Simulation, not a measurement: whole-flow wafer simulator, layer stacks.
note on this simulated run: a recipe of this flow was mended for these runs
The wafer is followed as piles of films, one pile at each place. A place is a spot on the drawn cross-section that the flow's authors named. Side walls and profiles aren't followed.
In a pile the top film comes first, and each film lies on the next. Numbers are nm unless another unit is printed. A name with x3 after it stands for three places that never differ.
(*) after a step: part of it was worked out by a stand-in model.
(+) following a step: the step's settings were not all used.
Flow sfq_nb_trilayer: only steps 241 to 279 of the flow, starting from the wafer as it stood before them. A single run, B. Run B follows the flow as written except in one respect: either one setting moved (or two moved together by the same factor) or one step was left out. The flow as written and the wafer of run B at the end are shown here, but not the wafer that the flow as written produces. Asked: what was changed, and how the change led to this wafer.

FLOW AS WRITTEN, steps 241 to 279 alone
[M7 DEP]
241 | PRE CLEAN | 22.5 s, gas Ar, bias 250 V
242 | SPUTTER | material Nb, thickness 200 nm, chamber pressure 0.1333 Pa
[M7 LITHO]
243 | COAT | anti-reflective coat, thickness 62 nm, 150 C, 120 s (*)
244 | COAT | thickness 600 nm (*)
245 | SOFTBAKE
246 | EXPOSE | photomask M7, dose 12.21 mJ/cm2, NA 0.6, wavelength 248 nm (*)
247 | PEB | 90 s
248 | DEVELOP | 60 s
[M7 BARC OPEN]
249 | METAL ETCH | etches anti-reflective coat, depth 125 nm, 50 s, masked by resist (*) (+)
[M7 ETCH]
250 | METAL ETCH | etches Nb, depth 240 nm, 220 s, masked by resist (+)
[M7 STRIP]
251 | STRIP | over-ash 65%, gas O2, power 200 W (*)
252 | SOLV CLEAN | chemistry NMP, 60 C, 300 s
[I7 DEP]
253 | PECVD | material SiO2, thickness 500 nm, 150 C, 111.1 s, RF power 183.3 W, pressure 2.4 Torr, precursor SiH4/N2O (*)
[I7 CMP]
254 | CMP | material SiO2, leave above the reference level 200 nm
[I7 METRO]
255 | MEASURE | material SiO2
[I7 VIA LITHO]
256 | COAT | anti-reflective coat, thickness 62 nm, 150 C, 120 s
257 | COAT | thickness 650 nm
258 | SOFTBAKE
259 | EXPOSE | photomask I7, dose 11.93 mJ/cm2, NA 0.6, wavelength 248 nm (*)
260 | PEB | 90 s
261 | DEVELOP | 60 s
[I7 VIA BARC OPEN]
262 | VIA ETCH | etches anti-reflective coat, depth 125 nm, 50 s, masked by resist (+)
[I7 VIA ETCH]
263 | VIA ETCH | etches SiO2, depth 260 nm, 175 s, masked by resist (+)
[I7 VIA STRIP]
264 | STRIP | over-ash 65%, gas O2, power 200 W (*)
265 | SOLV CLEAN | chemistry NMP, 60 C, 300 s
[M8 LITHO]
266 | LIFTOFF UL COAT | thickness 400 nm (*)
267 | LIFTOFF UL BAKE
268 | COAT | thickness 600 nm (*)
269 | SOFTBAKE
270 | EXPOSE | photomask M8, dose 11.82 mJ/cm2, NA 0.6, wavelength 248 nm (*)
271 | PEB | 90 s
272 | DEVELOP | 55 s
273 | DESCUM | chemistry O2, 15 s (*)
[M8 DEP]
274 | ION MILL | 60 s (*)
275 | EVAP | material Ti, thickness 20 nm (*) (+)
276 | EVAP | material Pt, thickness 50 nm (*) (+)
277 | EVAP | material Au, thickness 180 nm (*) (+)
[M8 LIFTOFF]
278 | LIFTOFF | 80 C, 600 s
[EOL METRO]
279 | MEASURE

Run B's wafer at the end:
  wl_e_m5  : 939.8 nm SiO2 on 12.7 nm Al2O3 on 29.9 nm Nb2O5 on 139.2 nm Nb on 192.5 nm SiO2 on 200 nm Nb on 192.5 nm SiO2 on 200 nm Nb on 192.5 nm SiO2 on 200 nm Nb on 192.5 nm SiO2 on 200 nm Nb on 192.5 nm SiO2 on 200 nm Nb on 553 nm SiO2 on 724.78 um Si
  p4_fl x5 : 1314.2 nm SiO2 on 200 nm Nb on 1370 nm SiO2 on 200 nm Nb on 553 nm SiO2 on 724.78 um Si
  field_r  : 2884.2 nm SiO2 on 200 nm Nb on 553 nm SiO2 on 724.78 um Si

Cause: step 242, SPUTTER: thickness 140 nm was run, while the flow as written has thickness 200 nm.

Step by step, how the change led to this:
  242 | SPUTTER | material Nb, thickness 200 nm, chamber pressure 0.1333 Pa
      field_l, v_sur, via_wl and 102 more: +140 Nb (new film) (in the flow as written it would be: +200 Nb (new film))
      via_v: +111.8 Nb (in the flow as written it would be: +159.9 Nb)
  243 | COAT | anti-reflective coat, thickness 62 nm, 150 C, 120 s (*)
      via_v: +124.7 anti-reflective coat (new film) (in the flow as written it would be: +128 anti-reflective coat (new film))
  250 | METAL ETCH | etches Nb, depth 240 nm, 220 s, masked by resist (+)
      field_l, field_r, lsp_l and 62 more: -140 Nb (all of it), -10 SiO2 (in the flow as written it would be: -200 Nb (all of it), -4 SiO2)
  251 | STRIP | over-ash 65%, gas O2, power 200 W (*)
      via_v: -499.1 KrF-resist-other-grade (all of it), -124.7 anti-reflective coat (all of it) (in the flow as written it would be: -506.5 KrF-resist-other-grade (all of it), -128 anti-reflective coat (all of it))
  253 | PECVD | material SiO2, thickness 500 nm, 150 C, 111.1 s, RF power 183.3 W, pressure 2.4 Torr, precursor SiH4/N2O (*)
      m7r_space_l x2: +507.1 SiO2 (in the flow as written it would be: +561.1 SiO2)
      via_v: +608.9 SiO2 (new film) (in the flow as written it would be: +627.2 SiO2 (new film))
  254 | CMP | material SiO2, leave above the reference level 200 nm
      field_l, p4_fl x5, p4_w1 x9 and 44 more: -150 SiO2 (in the flow as written it would be: -96 SiO2)
      field_r, lsp_l: -133.2 SiO2 (in the flow as written it would be: -73.2 SiO2)
      (and at 3 other places as well)
